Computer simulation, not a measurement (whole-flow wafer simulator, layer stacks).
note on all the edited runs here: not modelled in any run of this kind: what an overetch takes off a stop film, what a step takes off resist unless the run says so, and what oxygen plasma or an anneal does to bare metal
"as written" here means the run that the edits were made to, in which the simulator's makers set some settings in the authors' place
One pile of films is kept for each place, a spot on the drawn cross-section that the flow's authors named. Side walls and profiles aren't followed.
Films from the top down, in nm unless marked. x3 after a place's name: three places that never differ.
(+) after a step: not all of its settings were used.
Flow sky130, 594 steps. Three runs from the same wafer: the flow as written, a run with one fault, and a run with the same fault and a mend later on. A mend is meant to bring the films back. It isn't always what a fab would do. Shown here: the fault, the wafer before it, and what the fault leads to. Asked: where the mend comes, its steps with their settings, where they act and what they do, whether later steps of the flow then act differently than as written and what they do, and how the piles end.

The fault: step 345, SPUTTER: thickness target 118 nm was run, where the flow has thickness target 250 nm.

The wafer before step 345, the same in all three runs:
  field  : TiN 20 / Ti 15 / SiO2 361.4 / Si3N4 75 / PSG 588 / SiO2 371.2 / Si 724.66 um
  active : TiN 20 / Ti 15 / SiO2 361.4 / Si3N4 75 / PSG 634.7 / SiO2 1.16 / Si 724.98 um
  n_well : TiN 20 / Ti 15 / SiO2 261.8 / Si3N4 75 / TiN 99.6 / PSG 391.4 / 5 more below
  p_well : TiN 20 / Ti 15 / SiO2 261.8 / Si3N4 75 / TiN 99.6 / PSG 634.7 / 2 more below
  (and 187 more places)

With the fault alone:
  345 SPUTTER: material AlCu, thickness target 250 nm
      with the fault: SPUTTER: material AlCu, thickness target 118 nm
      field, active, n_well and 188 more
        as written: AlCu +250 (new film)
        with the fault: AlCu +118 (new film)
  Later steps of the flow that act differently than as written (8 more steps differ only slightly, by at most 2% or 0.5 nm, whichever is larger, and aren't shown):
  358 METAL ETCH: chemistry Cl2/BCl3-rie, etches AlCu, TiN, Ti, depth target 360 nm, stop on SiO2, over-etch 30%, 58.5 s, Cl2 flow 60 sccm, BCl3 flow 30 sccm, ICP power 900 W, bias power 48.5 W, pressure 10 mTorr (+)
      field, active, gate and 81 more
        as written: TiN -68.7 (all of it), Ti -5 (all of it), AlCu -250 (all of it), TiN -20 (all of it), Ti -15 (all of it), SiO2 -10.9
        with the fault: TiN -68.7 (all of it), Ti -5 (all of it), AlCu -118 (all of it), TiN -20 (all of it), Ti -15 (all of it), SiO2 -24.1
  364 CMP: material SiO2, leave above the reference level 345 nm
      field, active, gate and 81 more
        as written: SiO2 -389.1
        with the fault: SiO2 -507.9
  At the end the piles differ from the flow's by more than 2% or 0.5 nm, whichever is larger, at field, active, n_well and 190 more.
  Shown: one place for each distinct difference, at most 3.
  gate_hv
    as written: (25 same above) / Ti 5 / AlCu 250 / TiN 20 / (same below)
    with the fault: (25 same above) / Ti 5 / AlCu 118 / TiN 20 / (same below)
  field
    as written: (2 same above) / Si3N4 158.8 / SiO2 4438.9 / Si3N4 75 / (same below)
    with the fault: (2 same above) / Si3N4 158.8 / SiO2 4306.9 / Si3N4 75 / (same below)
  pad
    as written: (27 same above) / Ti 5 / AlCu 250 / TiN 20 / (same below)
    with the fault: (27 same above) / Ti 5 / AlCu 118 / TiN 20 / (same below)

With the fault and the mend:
  The mend comes after step 345.
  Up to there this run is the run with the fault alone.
  345a SPUTTER: material AlCu, thickness target 132 nm (the flow's step 345 once more, with other settings)
      field, active, n_well and 188 more
        AlCu +132
  No later step of the flow acts differently than as written at any place that is followed.
  At the end the piles are the same as the flow's at every place that both follow.
